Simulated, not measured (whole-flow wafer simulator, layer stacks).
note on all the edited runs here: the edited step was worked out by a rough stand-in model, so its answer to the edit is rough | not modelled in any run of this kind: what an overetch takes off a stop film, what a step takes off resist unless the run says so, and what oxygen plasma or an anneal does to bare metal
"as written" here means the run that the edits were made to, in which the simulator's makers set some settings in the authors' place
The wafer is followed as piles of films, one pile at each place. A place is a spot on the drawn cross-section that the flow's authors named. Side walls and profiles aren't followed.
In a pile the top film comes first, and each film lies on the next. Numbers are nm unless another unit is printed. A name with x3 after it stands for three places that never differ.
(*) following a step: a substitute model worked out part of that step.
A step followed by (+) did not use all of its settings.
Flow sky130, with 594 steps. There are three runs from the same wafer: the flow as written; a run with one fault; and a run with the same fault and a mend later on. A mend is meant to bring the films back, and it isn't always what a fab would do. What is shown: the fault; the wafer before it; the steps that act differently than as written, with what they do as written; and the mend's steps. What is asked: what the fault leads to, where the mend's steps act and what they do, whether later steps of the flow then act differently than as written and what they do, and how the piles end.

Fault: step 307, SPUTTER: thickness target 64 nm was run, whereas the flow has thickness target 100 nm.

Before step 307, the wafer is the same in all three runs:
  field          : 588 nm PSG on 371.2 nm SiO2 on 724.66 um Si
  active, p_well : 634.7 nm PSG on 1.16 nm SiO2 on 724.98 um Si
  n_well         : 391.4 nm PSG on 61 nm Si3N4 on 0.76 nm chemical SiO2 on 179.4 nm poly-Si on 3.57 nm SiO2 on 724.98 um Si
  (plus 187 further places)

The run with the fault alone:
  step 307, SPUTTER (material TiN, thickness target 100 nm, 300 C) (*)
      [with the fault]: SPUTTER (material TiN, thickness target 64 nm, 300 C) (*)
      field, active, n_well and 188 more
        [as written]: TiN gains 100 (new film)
        [with the fault]: TiN gains 64 (new film)
  Later steps of the flow acting differently than as written (1 other step is not shown; it differs only slightly, by no more than 2% or 0.5 nm, whichever is larger):
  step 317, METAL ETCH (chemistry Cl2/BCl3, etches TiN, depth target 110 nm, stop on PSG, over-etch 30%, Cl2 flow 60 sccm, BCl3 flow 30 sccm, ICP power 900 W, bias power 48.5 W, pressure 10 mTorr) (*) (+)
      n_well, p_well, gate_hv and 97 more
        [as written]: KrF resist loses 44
        [with the fault]: KrF resist loses 32.6
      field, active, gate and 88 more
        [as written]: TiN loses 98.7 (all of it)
        [with the fault]: TiN loses 62.7 (all of it)
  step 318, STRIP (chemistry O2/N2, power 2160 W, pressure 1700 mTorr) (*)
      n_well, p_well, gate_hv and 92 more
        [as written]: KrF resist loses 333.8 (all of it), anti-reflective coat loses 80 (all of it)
        [with the fault]: KrF resist loses 345.2 (all of it), anti-reflective coat loses 80 (all of it)
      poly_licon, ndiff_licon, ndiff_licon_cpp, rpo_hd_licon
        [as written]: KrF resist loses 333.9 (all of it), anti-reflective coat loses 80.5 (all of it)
        [with the fault]: KrF resist loses 345.3 (all of it), anti-reflective coat loses 80.5 (all of it)
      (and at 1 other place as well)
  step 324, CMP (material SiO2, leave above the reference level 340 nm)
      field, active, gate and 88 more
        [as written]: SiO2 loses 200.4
        [with the fault]: SiO2 loses 236.4
  The piles end different from the flow's at n_well, p_well, gate_hv and 118 more by more than 2% or 0.5 nm, whichever is larger.
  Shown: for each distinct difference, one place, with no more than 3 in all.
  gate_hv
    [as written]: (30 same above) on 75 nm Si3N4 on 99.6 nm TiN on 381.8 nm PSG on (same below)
    [with the fault]: (30 same above) on 75 nm Si3N4 on 63.6 nm TiN on 381.8 nm PSG on (same below)
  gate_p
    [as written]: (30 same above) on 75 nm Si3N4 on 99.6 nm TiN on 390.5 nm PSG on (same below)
    [with the fault]: (30 same above) on 75 nm Si3N4 on 63.6 nm TiN on 390.5 nm PSG on (same below)
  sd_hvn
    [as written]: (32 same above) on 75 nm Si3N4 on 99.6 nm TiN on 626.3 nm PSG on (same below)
    [with the fault]: (32 same above) on 75 nm Si3N4 on 63.6 nm TiN on 626.3 nm PSG on (same below)

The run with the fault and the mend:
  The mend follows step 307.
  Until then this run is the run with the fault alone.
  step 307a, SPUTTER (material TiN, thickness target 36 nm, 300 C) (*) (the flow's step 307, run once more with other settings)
      field, active, n_well and 188 more
        TiN gains 36
  None of the later steps of the flow differs from how it acts as written, at any place that is followed, by more than 2% or 0.5 nm, whichever is larger.
  The piles end the same as the flow's at every place that both follow.
